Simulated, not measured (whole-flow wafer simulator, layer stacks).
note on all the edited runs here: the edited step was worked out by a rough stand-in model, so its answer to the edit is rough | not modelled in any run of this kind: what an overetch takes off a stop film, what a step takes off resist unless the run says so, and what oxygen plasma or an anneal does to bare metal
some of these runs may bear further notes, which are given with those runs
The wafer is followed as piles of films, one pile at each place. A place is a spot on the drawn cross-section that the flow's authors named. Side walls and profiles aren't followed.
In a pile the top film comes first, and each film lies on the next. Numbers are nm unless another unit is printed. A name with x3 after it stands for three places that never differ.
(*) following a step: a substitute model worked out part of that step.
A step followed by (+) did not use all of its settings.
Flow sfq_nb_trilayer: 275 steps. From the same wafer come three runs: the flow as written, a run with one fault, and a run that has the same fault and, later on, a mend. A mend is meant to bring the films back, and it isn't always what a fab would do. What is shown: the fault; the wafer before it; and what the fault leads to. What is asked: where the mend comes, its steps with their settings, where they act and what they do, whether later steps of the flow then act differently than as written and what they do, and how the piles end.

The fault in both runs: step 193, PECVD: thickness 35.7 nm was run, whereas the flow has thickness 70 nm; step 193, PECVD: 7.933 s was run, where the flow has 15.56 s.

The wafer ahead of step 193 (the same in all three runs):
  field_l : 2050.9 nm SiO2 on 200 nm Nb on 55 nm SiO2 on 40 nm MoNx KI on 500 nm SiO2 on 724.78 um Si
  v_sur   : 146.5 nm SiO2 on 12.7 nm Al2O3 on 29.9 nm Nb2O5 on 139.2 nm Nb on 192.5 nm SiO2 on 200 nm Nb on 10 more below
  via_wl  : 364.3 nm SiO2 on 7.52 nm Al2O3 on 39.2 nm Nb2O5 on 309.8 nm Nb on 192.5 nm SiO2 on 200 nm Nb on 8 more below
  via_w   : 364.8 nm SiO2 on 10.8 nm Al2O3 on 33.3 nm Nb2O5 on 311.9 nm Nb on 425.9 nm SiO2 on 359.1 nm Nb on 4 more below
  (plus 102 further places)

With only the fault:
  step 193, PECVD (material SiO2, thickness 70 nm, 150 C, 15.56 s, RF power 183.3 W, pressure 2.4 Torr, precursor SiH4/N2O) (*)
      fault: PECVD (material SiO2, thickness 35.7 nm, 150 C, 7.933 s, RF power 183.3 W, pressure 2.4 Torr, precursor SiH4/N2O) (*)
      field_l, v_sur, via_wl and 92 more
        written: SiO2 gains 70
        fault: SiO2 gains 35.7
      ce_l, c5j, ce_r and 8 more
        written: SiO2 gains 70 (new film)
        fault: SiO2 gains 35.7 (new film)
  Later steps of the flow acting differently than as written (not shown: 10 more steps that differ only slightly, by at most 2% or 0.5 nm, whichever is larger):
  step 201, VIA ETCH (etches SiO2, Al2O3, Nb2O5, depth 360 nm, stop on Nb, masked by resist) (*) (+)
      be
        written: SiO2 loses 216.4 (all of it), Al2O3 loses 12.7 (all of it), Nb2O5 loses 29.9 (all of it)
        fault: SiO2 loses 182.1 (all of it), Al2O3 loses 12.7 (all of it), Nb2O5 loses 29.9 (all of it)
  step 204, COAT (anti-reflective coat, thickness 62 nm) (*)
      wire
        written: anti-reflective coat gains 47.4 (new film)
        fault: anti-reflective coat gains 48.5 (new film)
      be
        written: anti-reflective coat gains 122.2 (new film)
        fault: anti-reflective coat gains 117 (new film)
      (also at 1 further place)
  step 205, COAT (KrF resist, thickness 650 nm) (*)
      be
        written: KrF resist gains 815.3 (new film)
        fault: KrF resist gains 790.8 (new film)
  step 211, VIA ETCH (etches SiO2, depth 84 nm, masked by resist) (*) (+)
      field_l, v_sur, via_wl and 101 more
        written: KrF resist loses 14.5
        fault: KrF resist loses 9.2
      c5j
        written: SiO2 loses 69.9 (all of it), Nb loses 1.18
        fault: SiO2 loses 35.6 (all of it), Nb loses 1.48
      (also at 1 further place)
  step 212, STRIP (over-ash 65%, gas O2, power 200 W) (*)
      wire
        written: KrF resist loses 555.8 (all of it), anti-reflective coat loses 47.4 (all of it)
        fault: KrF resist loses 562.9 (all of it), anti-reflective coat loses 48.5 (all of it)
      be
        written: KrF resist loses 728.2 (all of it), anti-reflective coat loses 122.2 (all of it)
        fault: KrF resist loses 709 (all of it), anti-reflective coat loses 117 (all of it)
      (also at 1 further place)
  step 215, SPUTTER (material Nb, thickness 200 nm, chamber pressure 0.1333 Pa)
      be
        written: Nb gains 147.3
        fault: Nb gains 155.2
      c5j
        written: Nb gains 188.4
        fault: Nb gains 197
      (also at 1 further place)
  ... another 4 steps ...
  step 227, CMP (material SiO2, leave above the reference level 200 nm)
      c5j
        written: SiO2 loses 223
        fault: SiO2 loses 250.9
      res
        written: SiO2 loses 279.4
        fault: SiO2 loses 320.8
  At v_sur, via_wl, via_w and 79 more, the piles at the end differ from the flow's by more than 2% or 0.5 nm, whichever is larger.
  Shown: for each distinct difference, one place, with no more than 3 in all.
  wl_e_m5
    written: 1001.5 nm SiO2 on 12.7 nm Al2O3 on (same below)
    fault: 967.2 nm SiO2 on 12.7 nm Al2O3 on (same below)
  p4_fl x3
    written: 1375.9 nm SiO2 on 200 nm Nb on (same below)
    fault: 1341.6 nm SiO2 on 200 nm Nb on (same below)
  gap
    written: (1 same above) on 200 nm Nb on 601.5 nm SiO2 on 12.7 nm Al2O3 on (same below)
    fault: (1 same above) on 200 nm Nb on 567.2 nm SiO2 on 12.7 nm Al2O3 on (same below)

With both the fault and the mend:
  After step 193 comes the mend.
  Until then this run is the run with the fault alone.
  step 193a, PECVD (material SiO2, thickness 34.3 nm, 150 C, 7.622 s, RF power 183.3 W, pressure 2.4 Torr, precursor SiH4/N2O) (*) (the flow's step 193, run once more with other settings)
      field_l, v_sur, via_wl and 103 more
        SiO2 gains 34.3
  Every later step of the flow that is run acts as written, at every place that is followed, to within 2% or 0.5 nm, whichever is larger.
  By the end, the piles equal the flow's at every place that both follow.
